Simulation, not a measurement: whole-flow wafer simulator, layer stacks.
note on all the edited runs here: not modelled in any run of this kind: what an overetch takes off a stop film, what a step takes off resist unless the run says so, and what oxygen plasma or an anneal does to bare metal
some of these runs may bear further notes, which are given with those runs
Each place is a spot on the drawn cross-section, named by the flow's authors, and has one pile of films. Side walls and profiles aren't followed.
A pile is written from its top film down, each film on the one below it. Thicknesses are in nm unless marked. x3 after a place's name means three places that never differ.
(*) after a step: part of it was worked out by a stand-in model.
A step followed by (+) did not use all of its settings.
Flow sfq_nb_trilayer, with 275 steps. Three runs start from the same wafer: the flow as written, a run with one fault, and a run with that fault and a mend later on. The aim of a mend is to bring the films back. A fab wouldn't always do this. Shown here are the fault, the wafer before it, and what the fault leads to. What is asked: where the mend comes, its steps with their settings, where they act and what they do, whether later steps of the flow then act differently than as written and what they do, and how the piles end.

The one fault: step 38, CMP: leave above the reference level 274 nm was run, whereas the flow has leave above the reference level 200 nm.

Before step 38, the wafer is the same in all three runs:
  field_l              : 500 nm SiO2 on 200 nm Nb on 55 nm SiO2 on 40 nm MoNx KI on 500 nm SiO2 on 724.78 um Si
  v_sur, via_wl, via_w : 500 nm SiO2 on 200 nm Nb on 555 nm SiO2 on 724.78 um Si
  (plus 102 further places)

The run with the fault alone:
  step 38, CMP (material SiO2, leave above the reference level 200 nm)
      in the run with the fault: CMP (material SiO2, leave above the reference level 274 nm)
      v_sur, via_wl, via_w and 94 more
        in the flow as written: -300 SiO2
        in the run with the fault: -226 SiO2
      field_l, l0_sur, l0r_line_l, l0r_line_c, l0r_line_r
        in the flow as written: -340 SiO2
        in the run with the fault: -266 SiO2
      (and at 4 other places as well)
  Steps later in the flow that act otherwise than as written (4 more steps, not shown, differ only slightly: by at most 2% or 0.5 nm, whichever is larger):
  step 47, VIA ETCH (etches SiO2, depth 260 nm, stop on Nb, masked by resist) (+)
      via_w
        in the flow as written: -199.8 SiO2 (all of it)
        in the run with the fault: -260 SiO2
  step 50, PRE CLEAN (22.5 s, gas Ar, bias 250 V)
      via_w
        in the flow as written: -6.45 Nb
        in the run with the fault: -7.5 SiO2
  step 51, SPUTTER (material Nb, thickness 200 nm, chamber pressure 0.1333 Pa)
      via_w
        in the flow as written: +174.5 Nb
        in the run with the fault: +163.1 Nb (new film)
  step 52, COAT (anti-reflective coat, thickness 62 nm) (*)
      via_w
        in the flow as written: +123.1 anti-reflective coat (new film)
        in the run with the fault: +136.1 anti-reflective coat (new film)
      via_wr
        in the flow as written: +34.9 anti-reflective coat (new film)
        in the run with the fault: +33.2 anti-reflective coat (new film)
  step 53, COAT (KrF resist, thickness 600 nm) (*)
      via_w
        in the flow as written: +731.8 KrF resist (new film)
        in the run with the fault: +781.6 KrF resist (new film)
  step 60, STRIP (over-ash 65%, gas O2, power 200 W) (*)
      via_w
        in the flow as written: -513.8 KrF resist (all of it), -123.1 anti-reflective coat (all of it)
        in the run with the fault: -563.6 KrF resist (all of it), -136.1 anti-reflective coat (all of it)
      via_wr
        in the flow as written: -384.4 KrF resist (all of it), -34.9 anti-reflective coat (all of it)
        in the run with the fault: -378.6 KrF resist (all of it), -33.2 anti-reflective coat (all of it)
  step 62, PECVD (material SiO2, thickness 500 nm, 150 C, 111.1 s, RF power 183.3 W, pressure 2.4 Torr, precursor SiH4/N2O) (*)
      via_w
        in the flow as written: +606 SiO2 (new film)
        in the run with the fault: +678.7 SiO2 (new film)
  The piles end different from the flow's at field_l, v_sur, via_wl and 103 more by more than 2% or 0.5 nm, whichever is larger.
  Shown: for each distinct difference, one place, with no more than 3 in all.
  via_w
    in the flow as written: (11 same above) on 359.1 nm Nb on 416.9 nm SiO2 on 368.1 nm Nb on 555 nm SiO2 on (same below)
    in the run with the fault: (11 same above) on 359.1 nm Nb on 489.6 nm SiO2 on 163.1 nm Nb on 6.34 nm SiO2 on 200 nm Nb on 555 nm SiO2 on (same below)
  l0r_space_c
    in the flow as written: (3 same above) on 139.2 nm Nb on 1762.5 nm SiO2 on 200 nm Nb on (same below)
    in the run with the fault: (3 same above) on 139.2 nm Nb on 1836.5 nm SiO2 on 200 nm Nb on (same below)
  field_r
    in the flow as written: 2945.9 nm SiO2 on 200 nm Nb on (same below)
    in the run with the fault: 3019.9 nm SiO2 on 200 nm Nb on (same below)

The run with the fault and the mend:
  After step 45 comes the mend.
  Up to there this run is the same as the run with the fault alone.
  step 45a, STRIP (over-ash 65%, gas O2, power 200 W) (*)
      field_l, v_sur, via_wl and 102 more
        -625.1 KrF resist (all of it), -62 anti-reflective coat (all of it)
      via_w
        -62 anti-reflective coat (all of it)
  step 45b, CMP (material SiO2, leave above the reference level 200 nm) (a further turn of the flow's step 38)
      field_l, v_sur, via_wl and 103 more
        -74 SiO2
  step 45c, COAT (anti-reflective coat, thickness 62 nm) (a further turn of the flow's step 40)
      field_l, v_sur, via_wl and 103 more
        +62 anti-reflective coat (new film)
  step 45d, COAT (KrF resist, thickness 650 nm) (a further turn of the flow's step 41)
      field_l, v_sur, via_wl and 103 more
        +650 KrF resist (new film)
  step 45e, SOFTBAKE (KrF resist) (a further turn of the flow's step 42)
      does not change any film at any place that is followed
  step 45f, EXPOSE (photomask I0, dose 11.91 mJ/cm2, NA 0.6, wavelength 248 nm) (*) (a further turn of the flow's step 43)
      does not change any film at any place that is followed
  step 45g, PEB (KrF resist, 90 s) (a further turn of the flow's step 44)
      field_l, v_sur, via_wl and 103 more
        -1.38 KrF resist
  step 45h, DEVELOP (KrF resist, thickness 650 nm, 60 s) (a further turn of the flow's step 45)
      field_l, v_sur, via_wl and 102 more
        -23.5 KrF resist
      via_w
        -648.6 KrF resist (all of it)
  Later steps of the flow that are run all act as written at every place that is followed.
  At every place that both follow, the piles at the end match the flow's.
